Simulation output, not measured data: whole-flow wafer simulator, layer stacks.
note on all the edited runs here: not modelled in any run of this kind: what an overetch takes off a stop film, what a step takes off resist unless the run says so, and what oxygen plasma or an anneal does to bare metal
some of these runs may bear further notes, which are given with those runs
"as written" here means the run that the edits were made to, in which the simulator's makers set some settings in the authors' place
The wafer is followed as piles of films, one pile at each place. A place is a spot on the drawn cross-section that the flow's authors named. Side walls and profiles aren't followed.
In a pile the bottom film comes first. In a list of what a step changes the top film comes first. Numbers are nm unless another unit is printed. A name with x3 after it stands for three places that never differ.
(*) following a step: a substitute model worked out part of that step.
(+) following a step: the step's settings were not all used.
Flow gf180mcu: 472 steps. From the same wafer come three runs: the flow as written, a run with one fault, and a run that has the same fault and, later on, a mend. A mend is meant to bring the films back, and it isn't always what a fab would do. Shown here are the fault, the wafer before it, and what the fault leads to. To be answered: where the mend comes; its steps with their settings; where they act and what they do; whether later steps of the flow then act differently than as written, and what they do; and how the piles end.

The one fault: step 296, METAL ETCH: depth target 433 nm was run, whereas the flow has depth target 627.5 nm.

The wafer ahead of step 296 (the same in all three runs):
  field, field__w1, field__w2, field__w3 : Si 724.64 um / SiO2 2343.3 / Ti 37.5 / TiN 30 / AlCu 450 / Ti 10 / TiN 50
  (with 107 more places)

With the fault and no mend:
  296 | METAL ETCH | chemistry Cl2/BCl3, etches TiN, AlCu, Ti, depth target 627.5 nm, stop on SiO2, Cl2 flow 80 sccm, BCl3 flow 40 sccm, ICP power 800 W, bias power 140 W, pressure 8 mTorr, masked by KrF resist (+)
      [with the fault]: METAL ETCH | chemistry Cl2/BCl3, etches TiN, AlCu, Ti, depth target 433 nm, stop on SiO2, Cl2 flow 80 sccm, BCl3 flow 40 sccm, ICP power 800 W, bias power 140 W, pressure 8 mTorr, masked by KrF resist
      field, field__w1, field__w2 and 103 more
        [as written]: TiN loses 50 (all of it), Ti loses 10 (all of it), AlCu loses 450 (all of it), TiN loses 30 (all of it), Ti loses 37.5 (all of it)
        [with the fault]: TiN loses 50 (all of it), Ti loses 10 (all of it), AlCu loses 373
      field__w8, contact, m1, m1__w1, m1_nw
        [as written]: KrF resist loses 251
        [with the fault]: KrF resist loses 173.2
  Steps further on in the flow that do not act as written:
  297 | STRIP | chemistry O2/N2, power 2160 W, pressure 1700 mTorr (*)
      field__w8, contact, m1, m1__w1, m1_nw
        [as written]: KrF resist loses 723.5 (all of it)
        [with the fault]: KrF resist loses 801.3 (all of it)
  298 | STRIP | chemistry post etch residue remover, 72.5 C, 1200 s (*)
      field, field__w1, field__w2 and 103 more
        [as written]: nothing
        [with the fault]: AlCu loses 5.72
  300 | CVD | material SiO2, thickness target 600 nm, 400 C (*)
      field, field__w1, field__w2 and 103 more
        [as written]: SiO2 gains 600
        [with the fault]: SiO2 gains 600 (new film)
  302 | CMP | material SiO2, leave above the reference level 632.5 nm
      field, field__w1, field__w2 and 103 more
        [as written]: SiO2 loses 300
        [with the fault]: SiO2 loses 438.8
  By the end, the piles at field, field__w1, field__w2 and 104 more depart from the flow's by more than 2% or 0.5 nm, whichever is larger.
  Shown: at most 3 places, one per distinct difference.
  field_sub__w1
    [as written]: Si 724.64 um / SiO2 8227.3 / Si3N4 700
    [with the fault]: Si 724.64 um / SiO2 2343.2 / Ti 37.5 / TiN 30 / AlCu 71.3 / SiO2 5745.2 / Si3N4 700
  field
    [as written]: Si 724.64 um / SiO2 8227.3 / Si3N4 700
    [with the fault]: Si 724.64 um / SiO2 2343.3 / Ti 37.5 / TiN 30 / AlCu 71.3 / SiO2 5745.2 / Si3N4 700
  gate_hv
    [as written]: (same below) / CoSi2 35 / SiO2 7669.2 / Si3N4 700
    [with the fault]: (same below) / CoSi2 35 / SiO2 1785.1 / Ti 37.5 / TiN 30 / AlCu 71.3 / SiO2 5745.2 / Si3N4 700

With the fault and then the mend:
  After step 298 comes the mend.
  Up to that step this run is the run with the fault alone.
  298a | DEHYDRATE | 200 C, 60 s (the flow's step 289, run once more)
      alters no film at any place that is followed
  298b | HMDS | 120 C, 60 s (the flow's step 290, run once more)
      alters no film at any place that is followed
  298c | COAT | KrF resist, thickness 1000 nm (*) (the flow's step 291, run once more)
      iso_ptap_pw, iso_ntap_nw, iso_nw_fld and 33 more
        KrF resist gains 1000 (new film)
      field_sub, field_sub__w1, field_sub__w2 and 19 more
        KrF resist gains 1002.6 (new film)
      field__w1, field__w13, p_well and 7 more
        KrF resist gains 1002.9 (new film)
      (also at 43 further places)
  298d | SOFTBAKE | KrF resist (the flow's step 292, run once more)
      alters no film at any place that is followed
  298e | EXPOSE | photomask Metal2 (the flow's step 293, run once more)
      alters no film at any place that is followed
  298f | PEB | KrF resist, 135 C, 90 s (the flow's step 294, run once more)
      field__w1, field__w2, field__w3 and 56 more
        KrF resist loses 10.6
      iso_ptap_pw, iso_ntap_nw, iso_nw_fld and 33 more
        KrF resist loses 10.5
      gate_hv, sd_p, nw_sep_fld, polyc_n, polyc_n_rim
        KrF resist loses 10.7
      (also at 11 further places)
  298g | DEVELOP | thickness 1000 nm, 60 s (the flow's step 295, run once more)
      iso_ptap_pw, iso_ntap_nw, iso_nw_fld and 33 more
        KrF resist loses 989.5 (all of it)
      field__w6, field_sub, field_sub__w1 and 20 more
        KrF resist loses 992 (all of it)
      p_well, sti, spacer and 6 more
        KrF resist loses 992.3 (all of it)
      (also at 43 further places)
  298h | METAL ETCH | chemistry Cl2/BCl3, etches TiN, AlCu, Ti, depth target 194.5 nm, stop on SiO2, Cl2 flow 80 sccm, BCl3 flow 40 sccm, ICP power 800 W, bias power 140 W, pressure 8 mTorr, masked by KrF resist (+) (the flow's step 296, run once more with other settings)
      field, field__w1, field__w2 and 103 more
        AlCu loses 71.3 (all of it), TiN loses 30 (all of it), Ti loses 37.5 (all of it)
      field__w8, contact, m1, m1__w1, m1_nw
        KrF resist loses 77.8
  298i | STRIP | chemistry O2/N2, power 2160 W, pressure 1700 mTorr (*) (the flow's step 297, run once more)
      field__w8
        KrF resist loses 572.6 (all of it)
      contact
        KrF resist loses 570.7 (all of it)
      m1
        KrF resist loses 573.3 (all of it)
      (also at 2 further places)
  298j | STRIP | chemistry post etch residue remover, 72.5 C, 1200 s (*) (the flow's step 298, run once more)
      field__w8, contact, m1, m1__w1, m1_nw
        TiN loses 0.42
  Later steps of the flow that are run all act as written at every place that is followed, up to a difference of at most 2% or 0.5 nm, whichever is larger.
  At the end the piles are close to the flow's at the places that both follow, differing by at most 2% or 0.5 nm, whichever is larger.
